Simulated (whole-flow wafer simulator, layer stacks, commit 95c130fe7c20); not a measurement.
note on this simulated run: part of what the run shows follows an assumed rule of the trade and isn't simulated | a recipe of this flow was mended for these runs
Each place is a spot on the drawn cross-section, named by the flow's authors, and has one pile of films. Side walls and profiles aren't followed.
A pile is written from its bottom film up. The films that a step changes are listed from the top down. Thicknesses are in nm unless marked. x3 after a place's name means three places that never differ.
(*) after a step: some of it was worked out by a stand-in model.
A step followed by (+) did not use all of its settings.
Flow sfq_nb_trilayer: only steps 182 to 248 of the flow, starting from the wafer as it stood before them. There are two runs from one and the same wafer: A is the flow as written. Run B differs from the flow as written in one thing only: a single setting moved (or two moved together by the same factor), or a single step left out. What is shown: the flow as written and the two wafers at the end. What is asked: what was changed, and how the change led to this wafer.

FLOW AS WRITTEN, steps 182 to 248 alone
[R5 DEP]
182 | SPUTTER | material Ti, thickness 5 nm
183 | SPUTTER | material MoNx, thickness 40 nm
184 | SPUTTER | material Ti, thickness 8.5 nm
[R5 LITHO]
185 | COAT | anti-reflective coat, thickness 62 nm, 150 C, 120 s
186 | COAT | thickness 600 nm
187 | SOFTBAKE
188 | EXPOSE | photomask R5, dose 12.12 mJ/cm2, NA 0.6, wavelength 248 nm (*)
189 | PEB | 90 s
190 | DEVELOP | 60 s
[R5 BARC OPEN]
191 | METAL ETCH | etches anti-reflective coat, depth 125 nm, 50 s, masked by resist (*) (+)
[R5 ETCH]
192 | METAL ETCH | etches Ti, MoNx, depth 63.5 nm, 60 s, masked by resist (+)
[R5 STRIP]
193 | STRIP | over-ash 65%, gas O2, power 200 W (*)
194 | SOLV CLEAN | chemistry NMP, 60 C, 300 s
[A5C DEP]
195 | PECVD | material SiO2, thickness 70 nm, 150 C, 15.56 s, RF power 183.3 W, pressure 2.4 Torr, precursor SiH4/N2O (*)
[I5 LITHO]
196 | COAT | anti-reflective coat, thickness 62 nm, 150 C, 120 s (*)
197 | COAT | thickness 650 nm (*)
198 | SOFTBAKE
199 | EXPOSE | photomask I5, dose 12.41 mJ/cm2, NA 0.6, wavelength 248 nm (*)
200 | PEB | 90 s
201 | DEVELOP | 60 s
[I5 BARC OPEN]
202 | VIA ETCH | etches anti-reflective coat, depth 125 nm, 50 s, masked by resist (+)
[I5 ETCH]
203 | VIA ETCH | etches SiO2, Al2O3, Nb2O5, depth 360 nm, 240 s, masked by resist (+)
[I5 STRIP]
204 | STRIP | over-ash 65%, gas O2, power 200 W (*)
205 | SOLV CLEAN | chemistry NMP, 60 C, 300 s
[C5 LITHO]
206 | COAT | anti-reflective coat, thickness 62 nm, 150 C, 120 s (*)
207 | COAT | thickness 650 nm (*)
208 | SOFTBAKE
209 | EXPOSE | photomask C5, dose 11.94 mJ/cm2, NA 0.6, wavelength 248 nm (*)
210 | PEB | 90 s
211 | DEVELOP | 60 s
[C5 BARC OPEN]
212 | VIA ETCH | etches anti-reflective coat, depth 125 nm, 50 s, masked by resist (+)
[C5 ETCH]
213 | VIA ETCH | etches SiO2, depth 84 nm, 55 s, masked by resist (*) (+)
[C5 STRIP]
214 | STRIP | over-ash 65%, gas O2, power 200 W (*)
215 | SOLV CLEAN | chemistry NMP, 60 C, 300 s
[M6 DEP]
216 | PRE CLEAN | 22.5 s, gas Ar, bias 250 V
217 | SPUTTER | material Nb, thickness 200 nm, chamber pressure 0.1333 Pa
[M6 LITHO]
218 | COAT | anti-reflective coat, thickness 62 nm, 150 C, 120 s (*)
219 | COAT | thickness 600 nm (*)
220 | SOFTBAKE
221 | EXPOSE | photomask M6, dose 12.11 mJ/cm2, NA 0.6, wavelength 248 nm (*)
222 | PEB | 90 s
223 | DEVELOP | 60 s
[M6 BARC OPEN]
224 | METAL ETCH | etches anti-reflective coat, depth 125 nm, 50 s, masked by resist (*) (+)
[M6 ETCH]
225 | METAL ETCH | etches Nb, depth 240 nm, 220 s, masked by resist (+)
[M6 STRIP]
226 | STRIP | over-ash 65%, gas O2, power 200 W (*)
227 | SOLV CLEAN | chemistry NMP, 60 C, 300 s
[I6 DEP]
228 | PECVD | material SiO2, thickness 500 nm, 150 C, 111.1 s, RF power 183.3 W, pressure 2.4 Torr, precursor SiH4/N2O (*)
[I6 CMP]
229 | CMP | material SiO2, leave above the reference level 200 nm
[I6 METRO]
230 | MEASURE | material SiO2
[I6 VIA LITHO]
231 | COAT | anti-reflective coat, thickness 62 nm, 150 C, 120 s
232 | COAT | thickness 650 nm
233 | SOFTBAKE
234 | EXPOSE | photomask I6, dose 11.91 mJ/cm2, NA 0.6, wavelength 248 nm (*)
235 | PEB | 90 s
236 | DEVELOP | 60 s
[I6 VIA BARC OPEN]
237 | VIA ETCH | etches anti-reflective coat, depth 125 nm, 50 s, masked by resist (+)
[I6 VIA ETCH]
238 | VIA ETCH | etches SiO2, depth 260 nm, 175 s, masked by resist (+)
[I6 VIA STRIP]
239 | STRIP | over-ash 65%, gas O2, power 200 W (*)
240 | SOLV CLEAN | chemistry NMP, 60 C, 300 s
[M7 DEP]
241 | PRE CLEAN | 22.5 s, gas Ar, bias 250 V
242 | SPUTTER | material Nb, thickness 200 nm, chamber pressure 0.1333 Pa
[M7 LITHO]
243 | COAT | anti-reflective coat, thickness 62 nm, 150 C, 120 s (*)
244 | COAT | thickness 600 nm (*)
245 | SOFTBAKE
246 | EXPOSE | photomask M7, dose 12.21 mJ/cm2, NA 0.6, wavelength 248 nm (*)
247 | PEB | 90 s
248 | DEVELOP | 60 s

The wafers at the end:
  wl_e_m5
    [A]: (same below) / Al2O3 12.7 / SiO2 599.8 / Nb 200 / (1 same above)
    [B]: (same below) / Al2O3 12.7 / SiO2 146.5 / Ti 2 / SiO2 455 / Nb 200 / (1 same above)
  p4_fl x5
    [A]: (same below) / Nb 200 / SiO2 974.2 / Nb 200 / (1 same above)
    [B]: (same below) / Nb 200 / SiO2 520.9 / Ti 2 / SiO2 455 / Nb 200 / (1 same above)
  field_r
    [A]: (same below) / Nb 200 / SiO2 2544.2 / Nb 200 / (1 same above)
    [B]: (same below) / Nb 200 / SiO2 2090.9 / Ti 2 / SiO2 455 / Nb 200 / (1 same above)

The reason: step 183, SPUTTER: thickness 52 nm was run, whereas the flow has thickness 40 nm.

Step by step, how the change led to this:
  183 | SPUTTER | material MoNx, thickness 40 nm
      field_l, v_sur, via_wl and 103 more: A MoNx gains 40 (new film) | B MoNx gains 52 (new film)
  192 | METAL ETCH | etches Ti, MoNx, depth 63.5 nm, 60 s, masked by resist (+)
      field_l, v_sur, via_wl and 92 more: A Ti loses 8.5 (all of it), MoNx loses 40 (all of it), Ti loses 5 (all of it), SiO2 loses 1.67 | B Ti loses 8.5 (all of it), MoNx loses 52 (all of it), Ti loses 3
      ce_l, c5j, ce_r, wl_jj: A Ti loses 8.5 (all of it), MoNx loses 40 (all of it), Ti loses 5 (all of it), Nb loses 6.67 | B Ti loses 8.5 (all of it), MoNx loses 52 (all of it), Ti loses 3
  195 | PECVD | material SiO2, thickness 70 nm, 150 C, 15.56 s, RF power 183.3 W, pressure 2.4 Torr, precursor SiH4/N2O (*)
      field_l, v_sur, via_wl and 92 more: A SiO2 gains 70 | B SiO2 gains 70 (new film)
  196 | COAT | anti-reflective coat, thickness 62 nm, 150 C, 120 s (*)
      r5r_line_l, r5r_line_c, r5r_line_r: A anti-reflective coat gains 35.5 (new film) | B anti-reflective coat gains 31.9 (new film)
      wl_j_sl, wl_j_sr: A anti-reflective coat gains 60.5 (new film) | B anti-reflective coat gains 62 (new film)
      (as well as at 9 more places)
  203 | VIA ETCH | etches SiO2, Al2O3, Nb2O5, depth 360 nm, 240 s, masked by resist (+)
      be: A SiO2 loses 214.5 (all of it), Al2O3 loses 12.7 (all of it), Nb2O5 loses 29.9 (all of it), Nb loses 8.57 | B SiO2 loses 69.7 (all of it), Ti loses 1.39
  204 | STRIP | over-ash 65%, gas O2, power 200 W (*)
      r5r_line_l, r5r_line_c, r5r_line_r: A KrF-resist-other-grade loses 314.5 (all of it), anti-reflective coat loses 35.5 (all of it) | B KrF-resist-other-grade loses 314.3 (all of it), anti-reflective coat loses 31.9 (all of it)
      wl_j_sl, wl_j_sr: A KrF-resist-other-grade loses 316.4 (all of it), anti-reflective coat loses 60.5 (all of it) | B KrF-resist-other-grade loses 315.7 (all of it), anti-reflective coat loses 62 (all of it)
      (as well as at 9 more places)
  206 | COAT | anti-reflective coat, thickness 62 nm, 150 C, 120 s (*)
      r5r_line_l, r5r_line_c, r5r_line_r: A anti-reflective coat gains 35.5 (new film) | B anti-reflective coat gains 31.9 (new film)
      wl_j_sl, wl_j_sr: A anti-reflective coat gains 60.5 (new film) | B anti-reflective coat gains 62 (new film)
      (as well as at 17 more places)
  207 | COAT | thickness 650 nm (*)
      be: A KrF-resist-other-grade gains 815 (new film) | B KrF-resist-other-grade gains 671.9 (new film)
      gap: A KrF-resist-other-grade gains 641 (new film) | B KrF-resist-other-grade gains 654.4 (new film)
  212 | VIA ETCH | etches anti-reflective coat, depth 125 nm, 50 s, masked by resist (+)
      c5j: A anti-reflective coat loses 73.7 (all of it), SiO2 loses 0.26 | B anti-reflective coat loses 68.5 (all of it), SiO2 loses 0.28
  213 | VIA ETCH | etches SiO2, depth 84 nm, 55 s, masked by resist (*) (+)
      c5j: A SiO2 loses 69.7 (all of it), Nb loses 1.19 | B SiO2 loses 69.7 (all of it), Ti loses 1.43
  214 | STRIP | over-ash 65%, gas O2, power 200 W (*)
      r5r_line_l, r5r_line_c, r5r_line_r: A KrF-resist-other-grade loses 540 (all of it), anti-reflective coat loses 35.5 (all of it) | B KrF-resist-other-grade loses 539.8 (all of it), anti-reflective coat loses 31.9 (all of it)
      wl_j_sl, wl_j_sr: A KrF-resist-other-grade loses 541.9 (all of it), anti-reflective coat loses 60.5 (all of it) | B KrF-resist-other-grade loses 541.2 (all of it), anti-reflective coat loses 62 (all of it)
      (as well as at 16 more places)
  216 | PRE CLEAN | 22.5 s, gas Ar, bias 250 V
      be: A Nb loses 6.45 | B Ti loses 0.61 (all of it), SiO2 loses 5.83
      c5j: A Nb loses 6.45 | B Ti loses 0.57 (all of it), Nb loses 5.76
  217 | SPUTTER | material Nb, thickness 200 nm, chamber pressure 0.1333 Pa
      be: A Nb gains 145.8 | B Nb gains 192.2 (new film)
  218 | COAT | anti-reflective coat, thickness 62 nm, 150 C, 120 s (*)
      r5r_line_l, r5r_line_c, r5r_line_r: A anti-reflective coat gains 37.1 (new film) | B anti-reflective coat gains 33.9 (new film)
      wl_j_sl, wl_j_sr: A anti-reflective coat gains 60.5 (new film) | B anti-reflective coat gains 62 (new film)
      (as well as at 19 more places)
  219 | COAT | thickness 600 nm (*)
      via_v: A KrF-resist-other-grade gains 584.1 (new film) | B KrF-resist-other-grade gains 598 (new film)
      be: A KrF-resist-other-grade gains 795.2 (new film) | B KrF-resist-other-grade gains 620.1 (new film)
      (as well as at 1 more place)
  223 | DEVELOP | 60 s
      gap: A KrF-resist-other-grade loses 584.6 (all of it) | B KrF-resist-other-grade loses 600.5 (all of it)
  ... 3 further steps ...
  229 | CMP | material SiO2, leave above the reference level 200 nm
      r5r_line_l, r5r_spacepad_l, r5r_spacepad_r, r5r_line_c, r5r_line_r: A SiO2 loses 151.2 | B SiO2 loses 159.5
      be_r, r_sur, r_end: A SiO2 loses 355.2 | B SiO2 loses 363.5
      (as well as at 3 more places)
Taking metal films that touch as one body, wl_e_m5 has 8 bodies (between them, from the top down: SiO2 455; SiO2 146.5 / Al2O3 12.7 / Nb2O5 29.9; SiO2 192.5; SiO2 192.5; SiO2 192.5; SiO2 192.5; SiO2 192.5); the flow as written gives 7 bodies (between them, from the top down: SiO2 599.8 / Al2O3 12.7 / Nb2O5 29.9; SiO2 192.5; SiO2 192.5; SiO2 192.5; SiO2 192.5; SiO2 192.5).
Taking metal films that touch as one body, p4_fl x5 has 4 bodies (between them, from the top down: SiO2 455; SiO2 520.9; SiO2 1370); the flow as written gives 3 bodies (between them, from the top down: SiO2 974.2; SiO2 1370).
Taking metal films that touch as one body, field_r has 3 bodies (between them, from the top down: SiO2 455; SiO2 2090.9); the flow as written gives 2 bodies (between them, from the top down: SiO2 2544.2).
